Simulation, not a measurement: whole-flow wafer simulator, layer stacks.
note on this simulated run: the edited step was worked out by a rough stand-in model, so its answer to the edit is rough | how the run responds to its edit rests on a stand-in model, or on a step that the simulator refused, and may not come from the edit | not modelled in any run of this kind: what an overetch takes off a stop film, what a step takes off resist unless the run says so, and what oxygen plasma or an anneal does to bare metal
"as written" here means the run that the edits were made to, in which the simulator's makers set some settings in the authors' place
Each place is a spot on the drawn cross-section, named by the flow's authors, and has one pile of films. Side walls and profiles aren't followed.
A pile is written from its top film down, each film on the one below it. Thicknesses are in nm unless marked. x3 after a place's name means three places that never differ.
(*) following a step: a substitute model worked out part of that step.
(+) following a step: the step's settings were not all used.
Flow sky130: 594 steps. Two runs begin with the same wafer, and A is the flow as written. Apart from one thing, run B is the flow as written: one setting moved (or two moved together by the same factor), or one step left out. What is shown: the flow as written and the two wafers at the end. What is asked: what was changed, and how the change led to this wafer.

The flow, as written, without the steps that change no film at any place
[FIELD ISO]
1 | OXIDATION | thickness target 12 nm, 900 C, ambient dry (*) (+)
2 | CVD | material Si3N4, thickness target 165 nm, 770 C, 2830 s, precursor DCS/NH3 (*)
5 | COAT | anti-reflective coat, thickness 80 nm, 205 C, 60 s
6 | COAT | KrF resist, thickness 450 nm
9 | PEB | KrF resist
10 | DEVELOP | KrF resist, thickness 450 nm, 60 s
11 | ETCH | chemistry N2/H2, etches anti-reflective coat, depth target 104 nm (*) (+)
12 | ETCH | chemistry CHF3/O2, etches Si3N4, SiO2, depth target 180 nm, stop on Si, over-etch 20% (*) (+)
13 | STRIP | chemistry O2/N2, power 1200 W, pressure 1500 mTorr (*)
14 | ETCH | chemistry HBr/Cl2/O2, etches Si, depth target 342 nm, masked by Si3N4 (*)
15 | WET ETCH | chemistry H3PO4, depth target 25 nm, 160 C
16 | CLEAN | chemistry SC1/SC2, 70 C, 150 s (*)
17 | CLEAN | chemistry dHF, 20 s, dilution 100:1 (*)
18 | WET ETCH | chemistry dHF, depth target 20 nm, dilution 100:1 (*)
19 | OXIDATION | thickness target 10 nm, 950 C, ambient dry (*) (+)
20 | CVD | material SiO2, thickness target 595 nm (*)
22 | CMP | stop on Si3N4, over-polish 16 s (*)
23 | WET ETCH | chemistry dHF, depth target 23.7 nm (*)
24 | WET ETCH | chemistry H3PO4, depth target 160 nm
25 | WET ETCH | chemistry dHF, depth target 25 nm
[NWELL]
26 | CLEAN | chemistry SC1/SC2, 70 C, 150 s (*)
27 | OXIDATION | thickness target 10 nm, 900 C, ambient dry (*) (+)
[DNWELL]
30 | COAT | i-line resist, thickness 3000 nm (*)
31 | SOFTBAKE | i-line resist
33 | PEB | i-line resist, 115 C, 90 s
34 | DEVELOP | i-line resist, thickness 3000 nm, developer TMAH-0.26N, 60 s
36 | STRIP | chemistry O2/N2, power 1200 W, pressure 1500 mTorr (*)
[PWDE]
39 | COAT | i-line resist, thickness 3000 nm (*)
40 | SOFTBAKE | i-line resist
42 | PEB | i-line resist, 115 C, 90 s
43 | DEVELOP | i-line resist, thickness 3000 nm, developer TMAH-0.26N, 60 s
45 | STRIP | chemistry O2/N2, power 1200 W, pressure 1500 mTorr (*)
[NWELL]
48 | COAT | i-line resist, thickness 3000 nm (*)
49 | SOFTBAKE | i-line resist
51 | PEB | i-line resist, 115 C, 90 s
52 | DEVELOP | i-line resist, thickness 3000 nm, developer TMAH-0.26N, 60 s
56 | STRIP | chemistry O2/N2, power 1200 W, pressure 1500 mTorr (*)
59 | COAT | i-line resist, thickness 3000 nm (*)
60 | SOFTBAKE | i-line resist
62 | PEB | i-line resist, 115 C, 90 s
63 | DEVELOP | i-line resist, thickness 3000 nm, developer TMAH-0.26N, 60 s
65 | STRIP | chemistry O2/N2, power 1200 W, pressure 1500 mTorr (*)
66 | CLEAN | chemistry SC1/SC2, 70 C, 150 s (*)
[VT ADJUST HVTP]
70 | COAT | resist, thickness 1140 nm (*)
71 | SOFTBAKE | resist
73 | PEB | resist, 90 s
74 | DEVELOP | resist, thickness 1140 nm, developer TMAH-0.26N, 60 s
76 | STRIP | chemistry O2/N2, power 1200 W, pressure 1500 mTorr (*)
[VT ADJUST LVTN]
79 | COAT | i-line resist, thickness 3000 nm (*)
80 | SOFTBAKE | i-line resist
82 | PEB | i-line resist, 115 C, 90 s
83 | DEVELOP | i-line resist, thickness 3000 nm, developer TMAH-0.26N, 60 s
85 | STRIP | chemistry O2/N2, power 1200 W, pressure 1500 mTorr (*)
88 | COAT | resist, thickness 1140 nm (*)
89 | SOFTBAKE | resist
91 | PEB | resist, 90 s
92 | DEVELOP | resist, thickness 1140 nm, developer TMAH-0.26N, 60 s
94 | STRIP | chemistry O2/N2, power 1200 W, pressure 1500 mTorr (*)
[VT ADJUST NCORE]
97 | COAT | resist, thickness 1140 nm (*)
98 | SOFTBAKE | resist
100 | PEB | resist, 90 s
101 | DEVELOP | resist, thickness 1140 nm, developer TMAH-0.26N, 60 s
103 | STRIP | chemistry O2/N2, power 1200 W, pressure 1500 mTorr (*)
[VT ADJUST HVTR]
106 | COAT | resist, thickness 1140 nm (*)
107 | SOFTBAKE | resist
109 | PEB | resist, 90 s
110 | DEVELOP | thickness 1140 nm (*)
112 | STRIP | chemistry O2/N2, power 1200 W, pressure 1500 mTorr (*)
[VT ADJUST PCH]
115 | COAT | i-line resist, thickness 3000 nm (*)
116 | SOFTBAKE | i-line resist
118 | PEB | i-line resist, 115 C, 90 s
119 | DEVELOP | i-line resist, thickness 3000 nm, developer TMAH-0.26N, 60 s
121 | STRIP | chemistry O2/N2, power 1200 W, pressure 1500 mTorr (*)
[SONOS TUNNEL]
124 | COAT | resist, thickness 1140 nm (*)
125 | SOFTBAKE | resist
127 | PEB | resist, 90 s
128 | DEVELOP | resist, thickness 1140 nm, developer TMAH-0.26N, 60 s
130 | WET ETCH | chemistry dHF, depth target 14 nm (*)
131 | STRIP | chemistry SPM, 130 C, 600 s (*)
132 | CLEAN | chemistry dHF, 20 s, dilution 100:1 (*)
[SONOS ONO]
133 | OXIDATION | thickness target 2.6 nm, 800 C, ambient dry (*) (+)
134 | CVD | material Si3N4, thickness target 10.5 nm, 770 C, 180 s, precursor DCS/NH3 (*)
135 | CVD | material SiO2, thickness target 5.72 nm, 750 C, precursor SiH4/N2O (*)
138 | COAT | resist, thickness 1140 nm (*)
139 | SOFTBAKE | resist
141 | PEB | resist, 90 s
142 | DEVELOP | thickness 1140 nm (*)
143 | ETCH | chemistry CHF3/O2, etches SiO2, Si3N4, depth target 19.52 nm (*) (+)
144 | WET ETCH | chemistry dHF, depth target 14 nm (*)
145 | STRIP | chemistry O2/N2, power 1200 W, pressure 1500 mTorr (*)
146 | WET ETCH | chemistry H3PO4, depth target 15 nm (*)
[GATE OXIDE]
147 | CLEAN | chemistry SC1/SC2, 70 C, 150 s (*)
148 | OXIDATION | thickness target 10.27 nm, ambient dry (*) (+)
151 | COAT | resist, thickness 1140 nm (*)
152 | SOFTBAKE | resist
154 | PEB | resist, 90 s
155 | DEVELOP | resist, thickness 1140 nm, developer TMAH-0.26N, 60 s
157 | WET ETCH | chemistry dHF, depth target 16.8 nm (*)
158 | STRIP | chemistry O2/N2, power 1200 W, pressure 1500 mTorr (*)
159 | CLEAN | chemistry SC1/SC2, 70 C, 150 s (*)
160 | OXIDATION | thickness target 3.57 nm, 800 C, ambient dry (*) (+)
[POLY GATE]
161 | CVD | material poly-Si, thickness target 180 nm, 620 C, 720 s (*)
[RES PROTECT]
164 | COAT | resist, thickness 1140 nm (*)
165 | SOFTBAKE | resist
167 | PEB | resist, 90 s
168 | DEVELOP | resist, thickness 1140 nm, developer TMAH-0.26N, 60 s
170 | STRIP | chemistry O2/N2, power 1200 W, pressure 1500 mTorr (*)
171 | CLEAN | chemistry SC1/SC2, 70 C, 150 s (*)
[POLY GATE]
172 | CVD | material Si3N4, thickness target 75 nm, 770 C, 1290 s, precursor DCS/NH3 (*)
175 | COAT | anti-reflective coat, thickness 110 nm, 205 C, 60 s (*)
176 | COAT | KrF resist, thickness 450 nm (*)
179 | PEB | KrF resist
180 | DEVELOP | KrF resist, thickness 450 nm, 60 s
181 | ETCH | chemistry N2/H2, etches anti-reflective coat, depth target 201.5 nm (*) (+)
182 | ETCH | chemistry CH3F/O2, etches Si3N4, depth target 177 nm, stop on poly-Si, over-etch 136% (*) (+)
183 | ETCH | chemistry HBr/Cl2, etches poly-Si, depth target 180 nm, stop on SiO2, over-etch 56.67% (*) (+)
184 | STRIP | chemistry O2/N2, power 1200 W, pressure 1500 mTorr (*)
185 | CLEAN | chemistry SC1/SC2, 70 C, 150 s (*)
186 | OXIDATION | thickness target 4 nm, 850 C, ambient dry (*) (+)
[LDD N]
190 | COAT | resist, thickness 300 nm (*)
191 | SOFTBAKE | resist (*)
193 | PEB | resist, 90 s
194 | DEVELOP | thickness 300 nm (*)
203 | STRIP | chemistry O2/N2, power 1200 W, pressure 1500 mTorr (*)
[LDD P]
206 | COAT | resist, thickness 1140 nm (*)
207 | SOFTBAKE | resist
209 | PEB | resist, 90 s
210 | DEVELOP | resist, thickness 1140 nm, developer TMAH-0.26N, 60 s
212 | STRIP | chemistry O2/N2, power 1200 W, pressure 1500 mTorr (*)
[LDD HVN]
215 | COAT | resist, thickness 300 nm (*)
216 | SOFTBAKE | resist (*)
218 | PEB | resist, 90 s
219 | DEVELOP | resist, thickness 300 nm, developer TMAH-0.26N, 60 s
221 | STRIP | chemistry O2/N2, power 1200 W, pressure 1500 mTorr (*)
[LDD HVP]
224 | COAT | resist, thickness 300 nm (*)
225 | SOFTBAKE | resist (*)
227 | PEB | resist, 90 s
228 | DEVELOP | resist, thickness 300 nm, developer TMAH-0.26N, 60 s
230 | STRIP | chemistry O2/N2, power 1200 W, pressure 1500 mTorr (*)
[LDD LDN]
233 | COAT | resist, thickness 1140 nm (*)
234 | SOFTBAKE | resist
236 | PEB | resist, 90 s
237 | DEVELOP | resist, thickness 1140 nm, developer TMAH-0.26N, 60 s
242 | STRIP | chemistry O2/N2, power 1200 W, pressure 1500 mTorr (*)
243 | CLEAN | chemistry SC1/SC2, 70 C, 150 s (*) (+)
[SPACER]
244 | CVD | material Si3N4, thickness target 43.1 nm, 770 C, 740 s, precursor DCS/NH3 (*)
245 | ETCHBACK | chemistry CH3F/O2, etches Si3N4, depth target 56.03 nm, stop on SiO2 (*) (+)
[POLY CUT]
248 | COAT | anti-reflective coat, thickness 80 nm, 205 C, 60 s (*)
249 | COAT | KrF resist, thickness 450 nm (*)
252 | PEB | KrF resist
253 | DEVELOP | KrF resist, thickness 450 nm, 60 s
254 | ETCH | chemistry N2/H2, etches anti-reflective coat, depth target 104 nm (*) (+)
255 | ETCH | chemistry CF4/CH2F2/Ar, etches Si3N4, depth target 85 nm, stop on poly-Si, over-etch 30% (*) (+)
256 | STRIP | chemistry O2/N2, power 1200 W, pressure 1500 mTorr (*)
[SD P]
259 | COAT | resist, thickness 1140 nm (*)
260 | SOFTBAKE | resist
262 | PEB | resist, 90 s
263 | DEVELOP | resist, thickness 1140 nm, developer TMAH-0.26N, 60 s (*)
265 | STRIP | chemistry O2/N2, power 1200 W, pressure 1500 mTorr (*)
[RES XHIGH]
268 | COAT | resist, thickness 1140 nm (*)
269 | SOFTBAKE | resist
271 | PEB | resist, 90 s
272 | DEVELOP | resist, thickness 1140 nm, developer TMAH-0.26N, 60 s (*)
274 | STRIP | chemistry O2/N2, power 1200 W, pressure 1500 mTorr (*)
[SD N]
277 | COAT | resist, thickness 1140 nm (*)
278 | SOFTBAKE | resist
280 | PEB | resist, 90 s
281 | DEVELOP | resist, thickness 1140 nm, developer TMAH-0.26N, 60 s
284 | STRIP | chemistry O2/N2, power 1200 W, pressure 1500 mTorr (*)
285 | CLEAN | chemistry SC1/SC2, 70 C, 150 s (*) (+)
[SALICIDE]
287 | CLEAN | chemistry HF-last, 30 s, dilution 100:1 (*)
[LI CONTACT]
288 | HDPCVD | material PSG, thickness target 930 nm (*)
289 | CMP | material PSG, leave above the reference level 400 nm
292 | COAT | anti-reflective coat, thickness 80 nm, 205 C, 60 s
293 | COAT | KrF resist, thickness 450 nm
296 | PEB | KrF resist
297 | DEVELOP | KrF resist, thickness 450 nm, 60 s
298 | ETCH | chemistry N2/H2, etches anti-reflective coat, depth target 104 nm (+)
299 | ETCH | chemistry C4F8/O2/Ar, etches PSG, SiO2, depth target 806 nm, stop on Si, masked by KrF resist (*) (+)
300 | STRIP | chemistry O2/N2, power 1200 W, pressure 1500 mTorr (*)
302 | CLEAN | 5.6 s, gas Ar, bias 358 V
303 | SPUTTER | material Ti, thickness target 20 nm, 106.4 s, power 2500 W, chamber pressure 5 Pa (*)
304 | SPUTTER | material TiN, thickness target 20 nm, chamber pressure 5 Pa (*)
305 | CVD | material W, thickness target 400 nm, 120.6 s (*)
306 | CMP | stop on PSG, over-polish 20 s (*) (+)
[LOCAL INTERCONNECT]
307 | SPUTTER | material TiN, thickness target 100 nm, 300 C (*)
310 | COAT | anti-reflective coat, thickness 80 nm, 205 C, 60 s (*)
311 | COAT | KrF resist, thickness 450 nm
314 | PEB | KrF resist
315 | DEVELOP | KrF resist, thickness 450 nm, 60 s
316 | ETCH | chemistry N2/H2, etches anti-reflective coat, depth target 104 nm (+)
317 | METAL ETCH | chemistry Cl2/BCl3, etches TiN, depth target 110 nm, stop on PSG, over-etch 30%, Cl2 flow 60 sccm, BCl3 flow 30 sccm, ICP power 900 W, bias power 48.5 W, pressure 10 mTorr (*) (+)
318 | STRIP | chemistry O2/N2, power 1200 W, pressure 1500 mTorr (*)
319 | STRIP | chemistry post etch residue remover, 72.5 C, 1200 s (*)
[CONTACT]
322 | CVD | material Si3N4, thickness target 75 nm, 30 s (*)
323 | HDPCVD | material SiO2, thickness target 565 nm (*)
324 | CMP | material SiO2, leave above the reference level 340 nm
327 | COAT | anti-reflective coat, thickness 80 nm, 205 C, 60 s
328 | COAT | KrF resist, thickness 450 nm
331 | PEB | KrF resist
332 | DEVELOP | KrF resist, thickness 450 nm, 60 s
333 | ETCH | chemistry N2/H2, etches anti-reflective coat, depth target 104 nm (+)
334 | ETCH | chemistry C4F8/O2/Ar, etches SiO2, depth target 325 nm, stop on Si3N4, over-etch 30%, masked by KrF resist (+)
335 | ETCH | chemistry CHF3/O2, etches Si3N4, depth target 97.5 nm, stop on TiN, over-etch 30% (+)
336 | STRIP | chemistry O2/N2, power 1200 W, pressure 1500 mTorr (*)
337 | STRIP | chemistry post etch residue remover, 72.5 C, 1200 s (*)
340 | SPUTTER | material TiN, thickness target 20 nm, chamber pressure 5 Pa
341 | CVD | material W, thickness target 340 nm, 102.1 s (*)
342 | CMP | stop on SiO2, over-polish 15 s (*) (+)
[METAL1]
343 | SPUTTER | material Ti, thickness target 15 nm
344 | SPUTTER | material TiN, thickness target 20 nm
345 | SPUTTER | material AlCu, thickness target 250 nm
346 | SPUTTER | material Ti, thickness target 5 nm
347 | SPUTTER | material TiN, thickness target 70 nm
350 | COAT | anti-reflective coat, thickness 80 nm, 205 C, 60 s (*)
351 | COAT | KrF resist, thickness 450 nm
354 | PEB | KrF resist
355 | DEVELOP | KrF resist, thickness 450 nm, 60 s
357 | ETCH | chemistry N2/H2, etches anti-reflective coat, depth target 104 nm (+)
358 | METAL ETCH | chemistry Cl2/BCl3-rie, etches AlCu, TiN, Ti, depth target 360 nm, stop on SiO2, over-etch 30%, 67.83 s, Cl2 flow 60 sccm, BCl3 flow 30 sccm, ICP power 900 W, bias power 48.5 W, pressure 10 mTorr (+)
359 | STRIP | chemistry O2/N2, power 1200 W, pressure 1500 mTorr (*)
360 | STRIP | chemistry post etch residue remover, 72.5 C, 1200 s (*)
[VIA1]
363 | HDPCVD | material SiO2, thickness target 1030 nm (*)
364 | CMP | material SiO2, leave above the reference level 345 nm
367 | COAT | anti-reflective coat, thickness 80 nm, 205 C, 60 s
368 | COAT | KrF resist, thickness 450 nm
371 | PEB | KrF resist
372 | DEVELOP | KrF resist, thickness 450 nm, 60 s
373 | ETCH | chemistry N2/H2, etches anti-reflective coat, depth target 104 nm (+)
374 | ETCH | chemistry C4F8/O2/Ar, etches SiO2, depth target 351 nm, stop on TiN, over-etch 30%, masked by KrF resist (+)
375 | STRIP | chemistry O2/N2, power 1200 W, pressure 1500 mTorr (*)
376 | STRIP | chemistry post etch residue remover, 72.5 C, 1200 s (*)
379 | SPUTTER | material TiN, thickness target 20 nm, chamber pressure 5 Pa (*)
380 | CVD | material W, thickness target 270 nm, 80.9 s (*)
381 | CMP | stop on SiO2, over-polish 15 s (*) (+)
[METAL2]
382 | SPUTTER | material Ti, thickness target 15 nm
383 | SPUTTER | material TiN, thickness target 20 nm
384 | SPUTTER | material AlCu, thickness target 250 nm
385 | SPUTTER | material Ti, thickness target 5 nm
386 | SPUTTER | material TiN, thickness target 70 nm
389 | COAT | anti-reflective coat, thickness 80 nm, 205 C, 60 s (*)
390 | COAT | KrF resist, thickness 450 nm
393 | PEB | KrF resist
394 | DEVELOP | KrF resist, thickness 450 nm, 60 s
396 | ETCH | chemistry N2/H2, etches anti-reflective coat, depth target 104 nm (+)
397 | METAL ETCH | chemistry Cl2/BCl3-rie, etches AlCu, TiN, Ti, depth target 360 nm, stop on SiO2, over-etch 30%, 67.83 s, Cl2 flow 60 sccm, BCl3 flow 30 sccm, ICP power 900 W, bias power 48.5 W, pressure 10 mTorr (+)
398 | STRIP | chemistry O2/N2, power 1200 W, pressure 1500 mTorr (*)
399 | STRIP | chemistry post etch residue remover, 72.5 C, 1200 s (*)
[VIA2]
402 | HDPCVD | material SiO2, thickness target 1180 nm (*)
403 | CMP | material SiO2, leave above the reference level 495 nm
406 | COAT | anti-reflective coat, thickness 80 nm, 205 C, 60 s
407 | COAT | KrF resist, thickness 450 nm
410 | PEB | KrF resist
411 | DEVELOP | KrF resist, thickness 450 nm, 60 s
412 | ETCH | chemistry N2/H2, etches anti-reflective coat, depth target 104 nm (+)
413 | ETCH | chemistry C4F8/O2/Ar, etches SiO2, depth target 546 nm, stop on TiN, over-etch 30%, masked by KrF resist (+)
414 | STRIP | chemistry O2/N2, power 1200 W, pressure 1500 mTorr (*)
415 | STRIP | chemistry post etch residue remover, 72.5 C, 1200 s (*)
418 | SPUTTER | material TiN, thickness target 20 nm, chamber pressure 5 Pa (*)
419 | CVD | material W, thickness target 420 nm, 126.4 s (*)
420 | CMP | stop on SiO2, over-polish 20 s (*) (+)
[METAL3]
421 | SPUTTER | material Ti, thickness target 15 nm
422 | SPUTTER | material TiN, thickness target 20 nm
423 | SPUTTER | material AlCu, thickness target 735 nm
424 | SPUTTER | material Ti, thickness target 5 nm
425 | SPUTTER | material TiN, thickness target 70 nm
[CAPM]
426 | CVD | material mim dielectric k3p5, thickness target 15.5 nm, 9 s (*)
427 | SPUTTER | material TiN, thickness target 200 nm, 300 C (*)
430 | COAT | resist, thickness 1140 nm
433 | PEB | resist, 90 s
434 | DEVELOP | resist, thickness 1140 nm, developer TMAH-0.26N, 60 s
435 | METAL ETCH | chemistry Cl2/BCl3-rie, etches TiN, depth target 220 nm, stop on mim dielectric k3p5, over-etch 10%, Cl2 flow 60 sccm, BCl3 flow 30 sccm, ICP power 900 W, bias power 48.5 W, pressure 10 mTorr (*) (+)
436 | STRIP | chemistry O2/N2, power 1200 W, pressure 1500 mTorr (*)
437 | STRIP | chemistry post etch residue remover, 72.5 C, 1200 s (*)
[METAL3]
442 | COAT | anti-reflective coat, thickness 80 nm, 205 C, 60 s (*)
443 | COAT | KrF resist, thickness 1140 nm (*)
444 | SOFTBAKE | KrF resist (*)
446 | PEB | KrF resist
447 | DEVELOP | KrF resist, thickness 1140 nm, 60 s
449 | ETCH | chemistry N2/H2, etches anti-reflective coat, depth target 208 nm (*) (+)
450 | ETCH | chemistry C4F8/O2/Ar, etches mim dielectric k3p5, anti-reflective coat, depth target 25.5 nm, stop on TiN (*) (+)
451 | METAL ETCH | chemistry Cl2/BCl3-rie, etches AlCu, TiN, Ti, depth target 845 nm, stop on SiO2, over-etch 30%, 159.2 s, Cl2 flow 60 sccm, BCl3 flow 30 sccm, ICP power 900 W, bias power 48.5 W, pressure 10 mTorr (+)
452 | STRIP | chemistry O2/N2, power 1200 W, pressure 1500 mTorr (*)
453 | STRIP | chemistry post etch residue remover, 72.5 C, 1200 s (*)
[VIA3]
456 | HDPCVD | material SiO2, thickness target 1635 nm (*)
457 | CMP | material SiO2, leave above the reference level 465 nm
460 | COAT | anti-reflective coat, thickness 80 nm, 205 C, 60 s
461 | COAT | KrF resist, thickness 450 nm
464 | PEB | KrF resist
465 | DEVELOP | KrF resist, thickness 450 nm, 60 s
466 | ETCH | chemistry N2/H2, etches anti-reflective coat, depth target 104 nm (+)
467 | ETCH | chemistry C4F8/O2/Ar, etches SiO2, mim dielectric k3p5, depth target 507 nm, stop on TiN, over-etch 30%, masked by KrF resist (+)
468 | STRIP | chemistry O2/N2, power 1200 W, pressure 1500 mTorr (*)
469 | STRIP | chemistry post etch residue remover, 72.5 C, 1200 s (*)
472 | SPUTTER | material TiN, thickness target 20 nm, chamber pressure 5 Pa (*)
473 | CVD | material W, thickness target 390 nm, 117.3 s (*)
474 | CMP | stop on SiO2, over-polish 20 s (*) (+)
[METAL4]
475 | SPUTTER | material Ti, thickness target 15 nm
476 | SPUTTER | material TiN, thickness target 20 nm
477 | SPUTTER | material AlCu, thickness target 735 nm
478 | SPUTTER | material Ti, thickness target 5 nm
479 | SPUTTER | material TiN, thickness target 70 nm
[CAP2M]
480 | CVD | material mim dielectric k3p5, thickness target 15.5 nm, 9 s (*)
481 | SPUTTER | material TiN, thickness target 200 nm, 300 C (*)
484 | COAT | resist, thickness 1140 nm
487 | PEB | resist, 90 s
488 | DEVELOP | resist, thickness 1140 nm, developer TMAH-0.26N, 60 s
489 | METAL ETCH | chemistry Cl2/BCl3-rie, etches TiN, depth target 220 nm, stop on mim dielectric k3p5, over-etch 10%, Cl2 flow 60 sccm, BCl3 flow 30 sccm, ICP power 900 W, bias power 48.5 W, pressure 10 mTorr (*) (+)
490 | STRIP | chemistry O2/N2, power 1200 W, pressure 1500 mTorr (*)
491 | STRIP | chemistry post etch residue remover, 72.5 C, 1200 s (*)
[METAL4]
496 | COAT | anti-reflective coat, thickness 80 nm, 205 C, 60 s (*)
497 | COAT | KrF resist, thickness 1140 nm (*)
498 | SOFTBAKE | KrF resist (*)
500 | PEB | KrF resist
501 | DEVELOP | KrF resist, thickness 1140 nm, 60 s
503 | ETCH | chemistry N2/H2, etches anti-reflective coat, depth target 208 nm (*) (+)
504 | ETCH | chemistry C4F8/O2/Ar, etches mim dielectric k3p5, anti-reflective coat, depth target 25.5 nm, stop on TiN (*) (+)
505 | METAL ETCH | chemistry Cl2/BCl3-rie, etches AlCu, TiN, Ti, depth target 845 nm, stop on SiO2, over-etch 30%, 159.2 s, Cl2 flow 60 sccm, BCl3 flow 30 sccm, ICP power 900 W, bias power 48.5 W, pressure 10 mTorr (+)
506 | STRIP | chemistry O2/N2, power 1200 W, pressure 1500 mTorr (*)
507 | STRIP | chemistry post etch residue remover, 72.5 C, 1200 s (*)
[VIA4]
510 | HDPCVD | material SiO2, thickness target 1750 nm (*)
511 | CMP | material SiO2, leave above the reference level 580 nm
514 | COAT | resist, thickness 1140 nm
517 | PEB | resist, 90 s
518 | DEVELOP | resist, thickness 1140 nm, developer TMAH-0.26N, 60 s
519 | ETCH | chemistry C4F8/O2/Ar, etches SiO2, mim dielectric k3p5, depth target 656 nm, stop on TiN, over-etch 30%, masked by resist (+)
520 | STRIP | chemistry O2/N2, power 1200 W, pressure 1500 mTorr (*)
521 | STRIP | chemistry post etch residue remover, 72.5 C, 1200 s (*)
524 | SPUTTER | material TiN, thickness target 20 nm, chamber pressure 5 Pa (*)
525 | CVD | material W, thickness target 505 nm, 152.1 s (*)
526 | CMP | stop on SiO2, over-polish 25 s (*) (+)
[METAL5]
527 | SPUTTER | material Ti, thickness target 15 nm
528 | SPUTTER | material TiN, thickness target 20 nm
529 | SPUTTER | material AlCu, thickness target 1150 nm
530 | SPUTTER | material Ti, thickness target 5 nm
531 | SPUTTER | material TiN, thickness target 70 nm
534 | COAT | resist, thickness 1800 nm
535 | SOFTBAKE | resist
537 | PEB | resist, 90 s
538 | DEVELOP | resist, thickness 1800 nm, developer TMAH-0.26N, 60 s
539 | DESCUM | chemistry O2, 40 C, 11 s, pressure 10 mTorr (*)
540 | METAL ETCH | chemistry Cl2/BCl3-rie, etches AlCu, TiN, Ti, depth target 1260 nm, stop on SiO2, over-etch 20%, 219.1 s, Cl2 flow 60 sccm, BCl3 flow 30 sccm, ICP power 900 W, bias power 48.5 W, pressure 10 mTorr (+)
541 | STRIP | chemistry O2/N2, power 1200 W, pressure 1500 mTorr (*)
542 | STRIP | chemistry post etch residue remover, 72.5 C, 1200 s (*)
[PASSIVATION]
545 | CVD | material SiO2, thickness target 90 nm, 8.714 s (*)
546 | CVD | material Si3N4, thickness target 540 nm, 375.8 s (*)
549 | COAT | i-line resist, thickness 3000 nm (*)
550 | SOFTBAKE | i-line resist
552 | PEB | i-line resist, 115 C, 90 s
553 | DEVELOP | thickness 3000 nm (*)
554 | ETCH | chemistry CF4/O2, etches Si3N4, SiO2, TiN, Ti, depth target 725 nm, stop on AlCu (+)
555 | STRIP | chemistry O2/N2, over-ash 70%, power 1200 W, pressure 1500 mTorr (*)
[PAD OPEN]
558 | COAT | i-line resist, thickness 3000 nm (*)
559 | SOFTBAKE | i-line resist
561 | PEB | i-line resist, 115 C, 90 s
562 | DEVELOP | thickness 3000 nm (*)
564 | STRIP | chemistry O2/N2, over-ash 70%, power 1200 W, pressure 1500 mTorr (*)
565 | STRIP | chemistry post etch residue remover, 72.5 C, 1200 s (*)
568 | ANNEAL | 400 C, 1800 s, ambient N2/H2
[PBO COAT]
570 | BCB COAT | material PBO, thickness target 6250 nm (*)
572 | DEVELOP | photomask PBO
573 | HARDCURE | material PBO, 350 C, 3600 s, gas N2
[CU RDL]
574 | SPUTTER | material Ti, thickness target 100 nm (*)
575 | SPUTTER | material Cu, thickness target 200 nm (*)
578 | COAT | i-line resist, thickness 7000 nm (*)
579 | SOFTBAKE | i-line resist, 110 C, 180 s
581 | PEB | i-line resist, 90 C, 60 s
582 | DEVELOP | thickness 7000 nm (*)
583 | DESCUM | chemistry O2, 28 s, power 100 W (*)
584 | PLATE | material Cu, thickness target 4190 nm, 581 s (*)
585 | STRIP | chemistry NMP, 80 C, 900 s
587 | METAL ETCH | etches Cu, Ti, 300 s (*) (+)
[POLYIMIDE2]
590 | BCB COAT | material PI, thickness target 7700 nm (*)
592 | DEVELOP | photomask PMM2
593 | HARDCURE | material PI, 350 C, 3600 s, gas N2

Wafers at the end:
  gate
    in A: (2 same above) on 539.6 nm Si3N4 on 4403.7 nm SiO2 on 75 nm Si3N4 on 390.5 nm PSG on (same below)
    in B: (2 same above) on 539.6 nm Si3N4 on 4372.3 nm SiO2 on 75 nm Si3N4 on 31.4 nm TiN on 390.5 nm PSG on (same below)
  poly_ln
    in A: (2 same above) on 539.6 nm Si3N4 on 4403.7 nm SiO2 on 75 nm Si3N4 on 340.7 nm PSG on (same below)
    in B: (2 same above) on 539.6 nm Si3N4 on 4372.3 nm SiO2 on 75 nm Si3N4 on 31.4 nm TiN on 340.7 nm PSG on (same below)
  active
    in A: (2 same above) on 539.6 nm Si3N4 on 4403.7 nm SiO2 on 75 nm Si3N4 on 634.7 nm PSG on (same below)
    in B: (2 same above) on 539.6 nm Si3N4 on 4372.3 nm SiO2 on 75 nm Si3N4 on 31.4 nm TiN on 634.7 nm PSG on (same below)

What caused this: step 317, METAL ETCH: depth target 66.8 nm was run, though the flow has depth target 110 nm.

The path from the change to this, step by step:
  317 | METAL ETCH | chemistry Cl2/BCl3, etches TiN, depth target 110 nm, stop on PSG, over-etch 30%, Cl2 flow 60 sccm, BCl3 flow 30 sccm, ICP power 900 W, bias power 48.5 W, pressure 10 mTorr (*) (+)
      field, active, gate and 88 more: A TiN loses 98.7 (all of it) | B TiN loses 66.8
      n_well, p_well, gate_hv and 97 more: A KrF resist loses 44 | B KrF resist loses 26.7
  318 | STRIP | chemistry O2/N2, power 1200 W, pressure 1500 mTorr (*)
      n_well, p_well, gate_hv and 93 more: A KrF resist loses 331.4 (all of it), anti-reflective coat loses 80 (all of it) | B KrF resist loses 348.7 (all of it), anti-reflective coat loses 80 (all of it)
      poly_licon, rpo_hd_licon: A KrF resist loses 331.5 (all of it), anti-reflective coat loses 80.4 (all of it) | B KrF resist loses 348.8 (all of it), anti-reflective coat loses 80.4 (all of it)
      (as well as at 2 more places)
  324 | CMP | material SiO2, leave above the reference level 340 nm
      field, active, gate and 88 more: A SiO2 loses 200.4 | B SiO2 loses 231.9
With metal films that touch counted as one body, gate has 1 body; the flow as written gives 0 bodies.
With metal films that touch counted as one body, poly_ln has 1 body; the flow as written gives 0 bodies.
With metal films that touch counted as one body, active has 1 body; the flow as written gives 0 bodies.
